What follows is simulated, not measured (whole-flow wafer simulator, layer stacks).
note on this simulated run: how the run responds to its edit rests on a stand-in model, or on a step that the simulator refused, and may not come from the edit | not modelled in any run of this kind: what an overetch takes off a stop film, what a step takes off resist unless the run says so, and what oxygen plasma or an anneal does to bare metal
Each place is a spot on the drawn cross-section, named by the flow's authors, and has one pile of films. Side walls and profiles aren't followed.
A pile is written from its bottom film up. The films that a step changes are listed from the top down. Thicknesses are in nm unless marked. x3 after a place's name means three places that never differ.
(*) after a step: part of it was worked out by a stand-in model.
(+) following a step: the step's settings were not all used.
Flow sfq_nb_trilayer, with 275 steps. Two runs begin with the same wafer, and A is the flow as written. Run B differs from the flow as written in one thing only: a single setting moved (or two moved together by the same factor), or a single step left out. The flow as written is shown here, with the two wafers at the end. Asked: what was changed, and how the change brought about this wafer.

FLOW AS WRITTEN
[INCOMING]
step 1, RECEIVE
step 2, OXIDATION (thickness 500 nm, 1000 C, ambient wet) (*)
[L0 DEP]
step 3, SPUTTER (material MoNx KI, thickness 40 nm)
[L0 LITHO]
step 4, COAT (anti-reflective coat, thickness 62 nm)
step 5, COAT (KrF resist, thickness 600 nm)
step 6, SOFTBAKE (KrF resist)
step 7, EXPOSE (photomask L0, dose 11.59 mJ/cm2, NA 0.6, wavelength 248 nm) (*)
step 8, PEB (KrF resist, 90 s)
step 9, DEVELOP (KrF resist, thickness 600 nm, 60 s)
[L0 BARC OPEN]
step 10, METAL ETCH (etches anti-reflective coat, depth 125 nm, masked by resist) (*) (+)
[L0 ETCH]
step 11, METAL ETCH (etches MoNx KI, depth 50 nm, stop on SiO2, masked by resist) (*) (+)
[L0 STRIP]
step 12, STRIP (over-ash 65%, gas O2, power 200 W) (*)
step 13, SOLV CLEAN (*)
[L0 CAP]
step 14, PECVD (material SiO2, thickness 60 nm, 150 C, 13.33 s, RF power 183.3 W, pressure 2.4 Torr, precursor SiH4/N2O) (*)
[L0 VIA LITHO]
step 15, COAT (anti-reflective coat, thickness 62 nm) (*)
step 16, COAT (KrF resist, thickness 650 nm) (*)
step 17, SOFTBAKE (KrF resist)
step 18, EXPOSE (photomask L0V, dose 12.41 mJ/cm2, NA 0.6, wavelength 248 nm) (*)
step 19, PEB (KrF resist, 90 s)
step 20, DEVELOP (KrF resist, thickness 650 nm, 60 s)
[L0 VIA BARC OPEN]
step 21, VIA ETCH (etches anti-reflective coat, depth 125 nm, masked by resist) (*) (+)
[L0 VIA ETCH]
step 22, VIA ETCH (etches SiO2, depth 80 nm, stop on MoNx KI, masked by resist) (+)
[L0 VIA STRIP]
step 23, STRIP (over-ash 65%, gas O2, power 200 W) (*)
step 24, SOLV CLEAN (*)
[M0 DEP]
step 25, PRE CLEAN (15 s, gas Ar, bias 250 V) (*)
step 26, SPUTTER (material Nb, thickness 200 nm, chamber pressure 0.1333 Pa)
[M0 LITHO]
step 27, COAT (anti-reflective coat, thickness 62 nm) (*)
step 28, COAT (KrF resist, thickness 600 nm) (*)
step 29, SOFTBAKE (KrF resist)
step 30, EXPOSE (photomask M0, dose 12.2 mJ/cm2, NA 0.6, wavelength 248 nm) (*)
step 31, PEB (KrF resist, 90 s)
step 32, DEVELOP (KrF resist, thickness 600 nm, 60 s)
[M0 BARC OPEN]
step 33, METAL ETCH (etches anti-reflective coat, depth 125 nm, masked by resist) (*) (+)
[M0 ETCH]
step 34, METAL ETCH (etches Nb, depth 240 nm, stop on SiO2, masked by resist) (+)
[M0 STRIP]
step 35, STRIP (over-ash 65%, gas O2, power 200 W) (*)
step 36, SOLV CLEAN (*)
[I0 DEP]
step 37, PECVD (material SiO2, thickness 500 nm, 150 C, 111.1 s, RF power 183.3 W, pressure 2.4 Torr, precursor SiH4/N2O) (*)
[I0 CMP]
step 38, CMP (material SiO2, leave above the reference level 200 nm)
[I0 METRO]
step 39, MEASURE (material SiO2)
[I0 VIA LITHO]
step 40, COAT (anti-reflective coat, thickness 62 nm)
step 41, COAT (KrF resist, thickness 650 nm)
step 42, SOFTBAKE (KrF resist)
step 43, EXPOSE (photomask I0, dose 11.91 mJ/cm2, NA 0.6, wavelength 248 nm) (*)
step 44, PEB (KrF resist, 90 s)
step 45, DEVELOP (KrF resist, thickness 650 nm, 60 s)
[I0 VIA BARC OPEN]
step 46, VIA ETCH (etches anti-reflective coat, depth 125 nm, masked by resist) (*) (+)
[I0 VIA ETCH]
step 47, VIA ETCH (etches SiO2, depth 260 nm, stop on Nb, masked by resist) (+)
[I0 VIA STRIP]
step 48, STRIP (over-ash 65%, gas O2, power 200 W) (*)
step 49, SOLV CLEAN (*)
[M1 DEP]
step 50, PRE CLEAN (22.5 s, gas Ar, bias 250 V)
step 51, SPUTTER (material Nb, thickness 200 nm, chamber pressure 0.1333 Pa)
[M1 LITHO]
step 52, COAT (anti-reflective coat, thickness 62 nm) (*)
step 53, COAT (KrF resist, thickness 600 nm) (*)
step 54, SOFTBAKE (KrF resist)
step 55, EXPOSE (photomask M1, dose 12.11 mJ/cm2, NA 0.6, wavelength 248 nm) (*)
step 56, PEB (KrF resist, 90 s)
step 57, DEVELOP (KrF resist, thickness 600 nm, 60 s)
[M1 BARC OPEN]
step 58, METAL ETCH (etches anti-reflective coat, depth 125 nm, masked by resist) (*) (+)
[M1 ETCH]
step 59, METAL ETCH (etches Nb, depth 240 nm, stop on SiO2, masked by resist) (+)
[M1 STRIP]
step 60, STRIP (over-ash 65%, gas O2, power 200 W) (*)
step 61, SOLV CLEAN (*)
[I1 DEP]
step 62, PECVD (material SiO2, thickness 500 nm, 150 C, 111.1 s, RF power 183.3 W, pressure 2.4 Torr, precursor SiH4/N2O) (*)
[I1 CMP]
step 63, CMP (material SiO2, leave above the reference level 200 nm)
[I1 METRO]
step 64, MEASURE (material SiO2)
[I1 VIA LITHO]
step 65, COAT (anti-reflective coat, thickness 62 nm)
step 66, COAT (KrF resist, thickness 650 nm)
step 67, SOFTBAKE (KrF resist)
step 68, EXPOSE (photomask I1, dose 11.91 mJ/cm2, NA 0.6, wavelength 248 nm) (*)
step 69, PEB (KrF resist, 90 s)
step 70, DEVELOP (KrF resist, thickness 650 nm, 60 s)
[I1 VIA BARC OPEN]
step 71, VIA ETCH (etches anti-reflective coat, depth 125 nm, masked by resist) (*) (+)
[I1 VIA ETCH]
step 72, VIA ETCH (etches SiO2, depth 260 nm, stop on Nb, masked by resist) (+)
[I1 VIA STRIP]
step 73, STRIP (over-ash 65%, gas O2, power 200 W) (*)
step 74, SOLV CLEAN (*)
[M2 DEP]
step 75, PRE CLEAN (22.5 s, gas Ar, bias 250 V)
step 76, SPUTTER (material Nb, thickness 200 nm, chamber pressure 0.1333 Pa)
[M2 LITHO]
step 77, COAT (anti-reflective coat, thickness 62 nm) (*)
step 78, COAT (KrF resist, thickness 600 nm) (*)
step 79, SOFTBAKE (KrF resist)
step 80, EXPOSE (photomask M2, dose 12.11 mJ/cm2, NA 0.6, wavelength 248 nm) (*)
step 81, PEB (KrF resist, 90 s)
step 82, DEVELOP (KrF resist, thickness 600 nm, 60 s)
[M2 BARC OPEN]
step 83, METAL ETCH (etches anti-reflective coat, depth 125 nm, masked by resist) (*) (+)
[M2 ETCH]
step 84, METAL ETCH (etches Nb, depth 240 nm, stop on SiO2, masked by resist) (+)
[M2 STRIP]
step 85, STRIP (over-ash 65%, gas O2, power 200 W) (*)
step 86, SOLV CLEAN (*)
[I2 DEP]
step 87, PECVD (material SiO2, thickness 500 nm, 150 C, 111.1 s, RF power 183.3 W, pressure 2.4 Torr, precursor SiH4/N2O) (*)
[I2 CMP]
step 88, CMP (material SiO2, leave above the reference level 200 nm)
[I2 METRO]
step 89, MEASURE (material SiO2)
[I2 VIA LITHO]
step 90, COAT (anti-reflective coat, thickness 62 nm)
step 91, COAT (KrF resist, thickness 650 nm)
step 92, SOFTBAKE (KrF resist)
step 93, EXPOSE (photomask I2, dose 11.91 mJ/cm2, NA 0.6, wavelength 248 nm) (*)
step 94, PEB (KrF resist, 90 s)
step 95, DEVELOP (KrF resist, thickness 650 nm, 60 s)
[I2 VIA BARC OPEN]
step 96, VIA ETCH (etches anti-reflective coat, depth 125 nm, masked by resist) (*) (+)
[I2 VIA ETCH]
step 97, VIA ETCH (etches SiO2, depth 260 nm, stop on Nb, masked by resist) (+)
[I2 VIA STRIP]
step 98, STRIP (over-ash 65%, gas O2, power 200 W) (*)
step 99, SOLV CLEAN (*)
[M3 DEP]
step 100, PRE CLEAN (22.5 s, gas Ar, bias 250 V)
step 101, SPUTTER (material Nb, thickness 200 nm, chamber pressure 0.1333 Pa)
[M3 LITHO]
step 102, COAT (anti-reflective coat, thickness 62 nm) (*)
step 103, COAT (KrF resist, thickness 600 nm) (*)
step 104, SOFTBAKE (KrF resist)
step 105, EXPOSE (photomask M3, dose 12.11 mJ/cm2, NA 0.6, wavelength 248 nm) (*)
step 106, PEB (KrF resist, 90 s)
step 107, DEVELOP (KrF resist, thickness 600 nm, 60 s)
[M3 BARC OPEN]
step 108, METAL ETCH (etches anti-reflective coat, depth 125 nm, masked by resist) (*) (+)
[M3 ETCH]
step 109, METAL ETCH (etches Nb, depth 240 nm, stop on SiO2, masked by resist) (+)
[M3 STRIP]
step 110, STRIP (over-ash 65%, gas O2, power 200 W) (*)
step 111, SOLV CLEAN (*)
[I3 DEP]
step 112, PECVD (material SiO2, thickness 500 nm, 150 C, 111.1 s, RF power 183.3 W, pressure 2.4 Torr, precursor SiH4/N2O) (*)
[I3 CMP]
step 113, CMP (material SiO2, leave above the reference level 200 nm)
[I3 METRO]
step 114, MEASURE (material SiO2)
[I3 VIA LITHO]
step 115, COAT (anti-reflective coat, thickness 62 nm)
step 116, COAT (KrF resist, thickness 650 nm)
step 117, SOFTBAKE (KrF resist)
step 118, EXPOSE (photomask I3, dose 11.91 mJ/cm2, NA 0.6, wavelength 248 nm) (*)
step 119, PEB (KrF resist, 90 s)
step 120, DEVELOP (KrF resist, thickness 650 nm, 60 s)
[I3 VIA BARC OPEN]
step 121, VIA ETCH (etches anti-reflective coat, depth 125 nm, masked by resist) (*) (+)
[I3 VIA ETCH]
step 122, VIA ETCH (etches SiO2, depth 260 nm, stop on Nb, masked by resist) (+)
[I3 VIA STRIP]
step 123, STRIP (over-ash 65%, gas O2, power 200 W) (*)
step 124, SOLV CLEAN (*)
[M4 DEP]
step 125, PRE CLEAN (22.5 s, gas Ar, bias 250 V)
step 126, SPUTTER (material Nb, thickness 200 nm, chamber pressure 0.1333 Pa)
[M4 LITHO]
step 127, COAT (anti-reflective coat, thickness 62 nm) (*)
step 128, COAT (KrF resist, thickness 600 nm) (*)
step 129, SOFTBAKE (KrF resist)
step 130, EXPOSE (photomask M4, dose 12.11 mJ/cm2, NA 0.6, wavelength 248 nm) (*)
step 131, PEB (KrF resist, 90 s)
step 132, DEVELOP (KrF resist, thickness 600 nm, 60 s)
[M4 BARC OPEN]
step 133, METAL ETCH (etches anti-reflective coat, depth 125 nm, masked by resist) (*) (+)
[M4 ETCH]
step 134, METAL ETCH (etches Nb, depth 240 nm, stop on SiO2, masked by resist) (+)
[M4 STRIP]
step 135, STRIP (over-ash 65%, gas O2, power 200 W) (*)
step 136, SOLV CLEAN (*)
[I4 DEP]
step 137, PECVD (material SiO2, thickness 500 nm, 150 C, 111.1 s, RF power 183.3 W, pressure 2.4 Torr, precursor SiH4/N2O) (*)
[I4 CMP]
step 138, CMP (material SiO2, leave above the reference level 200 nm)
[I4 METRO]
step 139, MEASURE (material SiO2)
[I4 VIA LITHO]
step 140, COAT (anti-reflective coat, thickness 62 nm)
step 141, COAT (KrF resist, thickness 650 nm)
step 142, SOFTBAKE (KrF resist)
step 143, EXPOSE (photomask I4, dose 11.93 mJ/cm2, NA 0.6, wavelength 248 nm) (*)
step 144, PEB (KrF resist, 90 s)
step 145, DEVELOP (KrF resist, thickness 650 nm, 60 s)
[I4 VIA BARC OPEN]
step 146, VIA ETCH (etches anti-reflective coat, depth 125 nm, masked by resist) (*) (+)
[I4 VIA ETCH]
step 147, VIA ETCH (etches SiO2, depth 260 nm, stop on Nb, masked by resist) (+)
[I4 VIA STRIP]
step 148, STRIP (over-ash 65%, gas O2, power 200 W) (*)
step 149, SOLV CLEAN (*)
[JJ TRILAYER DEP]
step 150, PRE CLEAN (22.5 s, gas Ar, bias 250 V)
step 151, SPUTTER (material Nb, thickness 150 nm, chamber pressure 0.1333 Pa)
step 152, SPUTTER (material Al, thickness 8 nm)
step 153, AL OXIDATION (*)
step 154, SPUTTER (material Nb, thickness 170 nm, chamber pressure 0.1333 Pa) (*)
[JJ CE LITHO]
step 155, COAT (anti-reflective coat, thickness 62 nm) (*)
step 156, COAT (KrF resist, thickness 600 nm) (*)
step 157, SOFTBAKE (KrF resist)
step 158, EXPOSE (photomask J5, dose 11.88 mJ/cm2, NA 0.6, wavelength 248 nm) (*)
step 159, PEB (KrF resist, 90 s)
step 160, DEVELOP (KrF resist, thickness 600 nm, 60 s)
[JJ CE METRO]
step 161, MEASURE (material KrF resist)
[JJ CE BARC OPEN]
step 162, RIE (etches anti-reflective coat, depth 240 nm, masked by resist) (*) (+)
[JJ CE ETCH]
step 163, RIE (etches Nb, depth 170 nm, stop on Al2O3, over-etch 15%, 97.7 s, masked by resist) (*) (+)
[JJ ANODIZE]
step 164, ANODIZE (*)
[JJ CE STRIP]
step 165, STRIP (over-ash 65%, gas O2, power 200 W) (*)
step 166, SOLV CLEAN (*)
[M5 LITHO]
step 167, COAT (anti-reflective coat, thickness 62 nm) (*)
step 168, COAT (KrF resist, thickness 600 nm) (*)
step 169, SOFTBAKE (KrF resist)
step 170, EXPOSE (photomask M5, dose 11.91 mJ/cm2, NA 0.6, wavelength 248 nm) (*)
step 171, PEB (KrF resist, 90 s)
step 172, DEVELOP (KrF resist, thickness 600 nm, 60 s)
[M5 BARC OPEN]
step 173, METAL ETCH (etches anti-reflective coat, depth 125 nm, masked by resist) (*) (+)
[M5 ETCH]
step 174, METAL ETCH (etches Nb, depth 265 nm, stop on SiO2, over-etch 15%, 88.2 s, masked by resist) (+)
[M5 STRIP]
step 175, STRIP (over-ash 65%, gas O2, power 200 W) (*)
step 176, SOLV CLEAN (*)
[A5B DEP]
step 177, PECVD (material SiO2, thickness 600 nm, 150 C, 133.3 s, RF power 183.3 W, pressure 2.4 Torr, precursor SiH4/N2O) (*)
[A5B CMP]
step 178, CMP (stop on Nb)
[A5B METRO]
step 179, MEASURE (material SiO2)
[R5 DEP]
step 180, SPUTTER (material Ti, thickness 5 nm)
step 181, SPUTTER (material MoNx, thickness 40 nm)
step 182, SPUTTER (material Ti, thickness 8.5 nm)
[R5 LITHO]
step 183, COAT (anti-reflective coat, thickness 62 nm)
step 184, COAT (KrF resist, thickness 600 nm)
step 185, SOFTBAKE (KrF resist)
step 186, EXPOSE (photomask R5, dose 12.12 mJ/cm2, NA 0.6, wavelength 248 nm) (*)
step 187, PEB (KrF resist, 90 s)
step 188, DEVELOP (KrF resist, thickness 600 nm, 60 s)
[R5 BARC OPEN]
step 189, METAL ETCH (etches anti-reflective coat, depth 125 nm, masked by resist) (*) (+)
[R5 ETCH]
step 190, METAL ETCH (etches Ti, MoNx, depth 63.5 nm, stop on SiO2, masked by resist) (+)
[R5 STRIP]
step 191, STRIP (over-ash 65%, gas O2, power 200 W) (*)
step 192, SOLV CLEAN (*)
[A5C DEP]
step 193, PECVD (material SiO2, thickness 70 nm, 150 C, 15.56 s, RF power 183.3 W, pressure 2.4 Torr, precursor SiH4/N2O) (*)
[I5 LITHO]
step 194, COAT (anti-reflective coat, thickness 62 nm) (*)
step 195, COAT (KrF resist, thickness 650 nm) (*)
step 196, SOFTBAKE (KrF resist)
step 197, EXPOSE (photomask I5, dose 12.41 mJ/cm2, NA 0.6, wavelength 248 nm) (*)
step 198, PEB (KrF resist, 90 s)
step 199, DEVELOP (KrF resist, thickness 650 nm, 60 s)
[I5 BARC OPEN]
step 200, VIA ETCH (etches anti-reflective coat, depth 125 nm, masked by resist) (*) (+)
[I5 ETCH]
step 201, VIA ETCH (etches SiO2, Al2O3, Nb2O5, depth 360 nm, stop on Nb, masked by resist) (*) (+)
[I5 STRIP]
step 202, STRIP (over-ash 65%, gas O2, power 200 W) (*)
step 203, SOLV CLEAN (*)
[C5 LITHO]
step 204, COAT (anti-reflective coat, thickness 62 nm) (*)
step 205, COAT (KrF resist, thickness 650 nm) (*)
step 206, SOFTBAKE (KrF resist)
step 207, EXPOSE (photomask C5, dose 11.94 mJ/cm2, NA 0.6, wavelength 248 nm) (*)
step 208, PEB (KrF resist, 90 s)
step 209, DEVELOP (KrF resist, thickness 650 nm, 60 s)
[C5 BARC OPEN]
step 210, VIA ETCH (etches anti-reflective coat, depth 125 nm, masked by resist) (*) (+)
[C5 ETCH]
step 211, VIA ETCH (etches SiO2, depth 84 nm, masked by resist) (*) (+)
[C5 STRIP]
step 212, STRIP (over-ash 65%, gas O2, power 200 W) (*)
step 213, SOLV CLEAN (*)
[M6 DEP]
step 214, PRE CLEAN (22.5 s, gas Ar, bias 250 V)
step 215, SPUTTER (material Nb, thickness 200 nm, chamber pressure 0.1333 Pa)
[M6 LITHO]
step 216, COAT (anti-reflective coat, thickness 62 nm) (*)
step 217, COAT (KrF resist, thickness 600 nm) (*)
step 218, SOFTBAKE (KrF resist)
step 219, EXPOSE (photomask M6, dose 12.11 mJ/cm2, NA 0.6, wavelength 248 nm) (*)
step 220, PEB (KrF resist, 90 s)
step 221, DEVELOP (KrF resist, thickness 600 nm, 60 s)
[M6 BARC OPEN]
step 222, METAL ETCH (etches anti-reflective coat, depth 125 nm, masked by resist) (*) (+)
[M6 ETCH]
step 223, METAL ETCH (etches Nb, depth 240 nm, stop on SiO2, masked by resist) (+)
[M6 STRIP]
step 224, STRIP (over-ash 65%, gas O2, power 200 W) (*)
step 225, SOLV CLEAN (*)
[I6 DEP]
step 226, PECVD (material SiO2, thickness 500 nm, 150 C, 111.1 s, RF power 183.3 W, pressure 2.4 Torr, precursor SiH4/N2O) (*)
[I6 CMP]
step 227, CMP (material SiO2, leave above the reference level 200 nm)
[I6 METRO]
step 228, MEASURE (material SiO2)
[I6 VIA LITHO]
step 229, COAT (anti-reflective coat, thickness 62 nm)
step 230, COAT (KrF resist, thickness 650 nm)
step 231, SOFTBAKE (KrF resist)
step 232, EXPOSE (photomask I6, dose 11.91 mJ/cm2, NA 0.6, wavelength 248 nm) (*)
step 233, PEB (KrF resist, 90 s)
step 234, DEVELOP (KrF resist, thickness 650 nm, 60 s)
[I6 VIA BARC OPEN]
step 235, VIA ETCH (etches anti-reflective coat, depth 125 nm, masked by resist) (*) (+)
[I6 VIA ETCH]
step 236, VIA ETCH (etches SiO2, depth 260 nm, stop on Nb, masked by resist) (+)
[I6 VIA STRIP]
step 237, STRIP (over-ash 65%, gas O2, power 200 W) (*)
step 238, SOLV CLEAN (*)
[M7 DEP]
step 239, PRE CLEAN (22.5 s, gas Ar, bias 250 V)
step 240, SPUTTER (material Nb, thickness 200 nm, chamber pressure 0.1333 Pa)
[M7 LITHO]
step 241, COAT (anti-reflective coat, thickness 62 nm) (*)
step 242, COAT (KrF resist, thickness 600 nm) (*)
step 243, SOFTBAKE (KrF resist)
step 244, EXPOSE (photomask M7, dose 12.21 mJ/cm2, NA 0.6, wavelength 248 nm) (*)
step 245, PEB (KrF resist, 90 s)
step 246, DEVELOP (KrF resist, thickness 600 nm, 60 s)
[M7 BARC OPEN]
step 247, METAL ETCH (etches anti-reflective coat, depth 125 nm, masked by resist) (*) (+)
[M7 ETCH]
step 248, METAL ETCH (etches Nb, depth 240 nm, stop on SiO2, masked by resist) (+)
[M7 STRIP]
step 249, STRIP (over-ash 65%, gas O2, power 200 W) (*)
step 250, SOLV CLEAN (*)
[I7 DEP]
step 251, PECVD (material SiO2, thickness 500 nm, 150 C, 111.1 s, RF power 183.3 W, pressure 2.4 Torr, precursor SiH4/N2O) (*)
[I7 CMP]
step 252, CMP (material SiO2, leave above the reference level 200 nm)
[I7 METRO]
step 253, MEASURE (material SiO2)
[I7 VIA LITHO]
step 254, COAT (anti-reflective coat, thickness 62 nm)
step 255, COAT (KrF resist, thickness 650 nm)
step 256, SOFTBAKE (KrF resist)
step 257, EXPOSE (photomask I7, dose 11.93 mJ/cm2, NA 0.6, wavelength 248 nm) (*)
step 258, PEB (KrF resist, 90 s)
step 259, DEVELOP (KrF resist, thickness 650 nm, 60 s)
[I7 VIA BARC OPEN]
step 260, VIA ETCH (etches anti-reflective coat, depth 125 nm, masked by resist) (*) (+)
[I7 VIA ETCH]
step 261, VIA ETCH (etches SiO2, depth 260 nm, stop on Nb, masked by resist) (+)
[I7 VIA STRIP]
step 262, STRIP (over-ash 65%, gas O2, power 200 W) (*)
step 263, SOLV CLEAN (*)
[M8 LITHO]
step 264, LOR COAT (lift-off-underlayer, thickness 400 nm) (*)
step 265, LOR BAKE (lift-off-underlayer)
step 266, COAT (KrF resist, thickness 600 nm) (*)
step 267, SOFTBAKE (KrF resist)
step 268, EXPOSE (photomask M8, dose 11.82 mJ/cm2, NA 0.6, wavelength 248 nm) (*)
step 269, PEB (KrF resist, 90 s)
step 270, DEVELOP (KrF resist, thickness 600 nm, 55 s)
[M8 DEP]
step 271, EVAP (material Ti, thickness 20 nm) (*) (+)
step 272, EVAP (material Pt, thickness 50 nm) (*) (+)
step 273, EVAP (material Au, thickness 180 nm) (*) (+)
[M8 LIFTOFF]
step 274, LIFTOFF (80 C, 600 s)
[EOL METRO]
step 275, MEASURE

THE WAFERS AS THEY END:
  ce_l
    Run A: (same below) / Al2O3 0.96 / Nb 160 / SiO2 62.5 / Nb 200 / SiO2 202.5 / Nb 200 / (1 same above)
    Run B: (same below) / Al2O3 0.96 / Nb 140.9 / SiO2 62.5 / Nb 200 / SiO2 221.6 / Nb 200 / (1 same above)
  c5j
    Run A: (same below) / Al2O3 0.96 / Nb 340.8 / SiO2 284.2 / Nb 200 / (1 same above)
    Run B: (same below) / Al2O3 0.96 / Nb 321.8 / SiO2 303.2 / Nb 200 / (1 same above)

What caused this: step 190, METAL ETCH: depth 82.55 nm was run, whereas the flow has depth 63.5 nm.

Step by step, how the change led to this:
  step 190, METAL ETCH (etches Ti, MoNx, depth 63.5 nm, stop on SiO2, masked by resist) (+)
      be_r, r_sur, res, r_end, r5r_line_l, r5r_line_c, r5r_line_r: A KrF resist loses 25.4 | B KrF resist loses 33
      ce_l, c5j, ce_r, wl_jj: A Ti loses 8.5 (all of it), MoNx loses 40 (all of it), Ti loses 5 (all of it), Nb loses 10 | B Ti loses 8.5 (all of it), MoNx loses 40 (all of it), Ti loses 5 (all of it), Nb loses 29.1
  step 194, COAT (anti-reflective coat, thickness 62 nm) (*)
      wl_j_sl, wl_j_sr: A anti-reflective coat gains 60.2 (new film) | B anti-reflective coat gains 57.1 (new film)
      jj_sur: A anti-reflective coat gains 60.8 (new film) | B anti-reflective coat gains 57.7 (new film)
      (as well as at 5 more places)
  step 202, STRIP (over-ash 65%, gas O2, power 200 W) (*)
      wl_j_sl, wl_j_sr: A KrF resist loses 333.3 (all of it), anti-reflective coat loses 60.2 (all of it) | B KrF resist loses 333.3 (all of it), anti-reflective coat loses 57.1 (all of it)
      jj_sur: A KrF resist loses 337.2 (all of it), anti-reflective coat loses 60.8 (all of it) | B KrF resist loses 337.5 (all of it), anti-reflective coat loses 57.7 (all of it)
      (as well as at 5 more places)
  step 204, COAT (anti-reflective coat, thickness 62 nm) (*)
      wl_j_sl, wl_j_sr: A anti-reflective coat gains 60.2 (new film) | B anti-reflective coat gains 57.1 (new film)
      jj_sur: A anti-reflective coat gains 59.5 (new film) | B anti-reflective coat gains 56.5 (new film)
      (as well as at 5 more places)
  step 210, VIA ETCH (etches anti-reflective coat, depth 125 nm, masked by resist) (*) (+)
      c5j: A anti-reflective coat loses 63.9 (all of it), SiO2 loses 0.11 | B anti-reflective coat loses 69.2 (all of it), SiO2 loses 0.08
  step 212, STRIP (over-ash 65%, gas O2, power 200 W) (*)
      wl_j_sl, wl_j_sr: A KrF resist loses 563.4 (all of it), anti-reflective coat loses 60.2 (all of it) | B KrF resist loses 563.4 (all of it), anti-reflective coat loses 57.1 (all of it)
      jj_sur: A KrF resist loses 562 (all of it), anti-reflective coat loses 59.5 (all of it) | B KrF resist loses 562.1 (all of it), anti-reflective coat loses 56.5 (all of it)
      (as well as at 4 more places)
  step 216, COAT (anti-reflective coat, thickness 62 nm) (*)
      wl_j_sl, wl_j_sr: A anti-reflective coat gains 60.2 (new film) | B anti-reflective coat gains 57.2 (new film)
      jj_sur: A anti-reflective coat gains 56.1 (new film) | B anti-reflective coat gains 52.9 (new film)
      (as well as at 5 more places)
  step 224, STRIP (over-ash 65%, gas O2, power 200 W) (*)
      wl_j_sl, wl_j_sr: A KrF resist loses 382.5 (all of it), anti-reflective coat loses 60.2 (all of it) | B KrF resist loses 382.4 (all of it), anti-reflective coat loses 57.2 (all of it)
      jj_sur: A KrF resist loses 378.5 (all of it), anti-reflective coat loses 56.1 (all of it) | B KrF resist loses 378.5 (all of it), anti-reflective coat loses 52.9 (all of it)
      (as well as at 5 more places)
  step 227, CMP (material SiO2, leave above the reference level 200 nm)
      ce_l, ce_r, wl_jj: A SiO2 loses 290 | B SiO2 loses 270.9
      c5j: A SiO2 loses 223 | B SiO2 loses 204
